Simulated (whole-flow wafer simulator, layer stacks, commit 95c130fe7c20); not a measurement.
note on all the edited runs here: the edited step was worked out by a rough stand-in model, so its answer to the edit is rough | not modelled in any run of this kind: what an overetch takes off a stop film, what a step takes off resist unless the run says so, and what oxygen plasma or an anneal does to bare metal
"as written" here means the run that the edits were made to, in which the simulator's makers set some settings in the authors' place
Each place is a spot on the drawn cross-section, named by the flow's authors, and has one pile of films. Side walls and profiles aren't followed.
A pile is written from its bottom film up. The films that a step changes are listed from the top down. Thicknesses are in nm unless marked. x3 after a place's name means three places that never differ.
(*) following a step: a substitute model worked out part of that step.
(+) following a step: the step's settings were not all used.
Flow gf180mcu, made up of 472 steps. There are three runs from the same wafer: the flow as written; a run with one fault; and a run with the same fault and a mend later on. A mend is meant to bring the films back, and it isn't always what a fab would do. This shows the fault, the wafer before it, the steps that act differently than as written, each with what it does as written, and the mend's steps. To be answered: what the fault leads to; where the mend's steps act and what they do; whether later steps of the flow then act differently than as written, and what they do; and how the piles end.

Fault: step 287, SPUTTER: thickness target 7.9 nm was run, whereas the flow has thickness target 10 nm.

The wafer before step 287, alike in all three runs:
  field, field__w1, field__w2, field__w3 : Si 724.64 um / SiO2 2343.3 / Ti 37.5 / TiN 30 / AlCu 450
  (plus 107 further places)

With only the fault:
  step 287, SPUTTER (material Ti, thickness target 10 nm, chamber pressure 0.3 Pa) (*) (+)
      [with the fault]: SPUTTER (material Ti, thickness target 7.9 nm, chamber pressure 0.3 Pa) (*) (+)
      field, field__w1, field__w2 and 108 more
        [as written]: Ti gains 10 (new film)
        [with the fault]: Ti gains 7.9 (new film)
  Later steps of the flow acting differently than as written (4 other steps are not shown; they differ only slightly, by no more than 2% or 0.5 nm, whichever is larger):
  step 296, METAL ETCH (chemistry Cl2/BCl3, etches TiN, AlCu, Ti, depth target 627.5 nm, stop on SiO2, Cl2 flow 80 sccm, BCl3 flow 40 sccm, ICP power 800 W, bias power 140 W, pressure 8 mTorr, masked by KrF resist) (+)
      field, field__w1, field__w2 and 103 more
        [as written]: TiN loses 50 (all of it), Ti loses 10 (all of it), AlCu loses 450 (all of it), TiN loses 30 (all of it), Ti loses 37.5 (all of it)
        [with the fault]: TiN loses 50 (all of it), Ti loses 7.9 (all of it), AlCu loses 450 (all of it), TiN loses 30 (all of it), Ti loses 37.5 (all of it)
  By the end, the piles at field__w8, contact, m1, m1__w1, m1_nw depart from the flow's by more than 2% or 0.5 nm, whichever is larger.
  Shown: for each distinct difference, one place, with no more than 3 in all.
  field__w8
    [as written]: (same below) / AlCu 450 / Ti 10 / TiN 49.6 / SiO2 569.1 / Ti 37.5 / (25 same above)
    [with the fault]: (same below) / AlCu 450 / Ti 7.9 / TiN 49.6 / SiO2 571.2 / Ti 37.5 / (25 same above)
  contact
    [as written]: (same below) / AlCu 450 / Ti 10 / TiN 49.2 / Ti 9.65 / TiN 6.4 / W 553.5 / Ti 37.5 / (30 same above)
    [with the fault]: (same below) / AlCu 450 / Ti 7.9 / TiN 49.2 / Ti 9.64 / TiN 6.4 / W 555.6 / Ti 37.5 / (30 same above)

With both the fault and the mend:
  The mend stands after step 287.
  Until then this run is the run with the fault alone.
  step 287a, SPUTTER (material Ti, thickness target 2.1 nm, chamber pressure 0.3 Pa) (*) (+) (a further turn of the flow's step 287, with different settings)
      field, field__w1, field__w2 and 108 more
        Ti gains 2.1
  None of the later steps of the flow acts differently than as written at any place that is followed.
  The piles end the same as the flow's at every place that both follow.
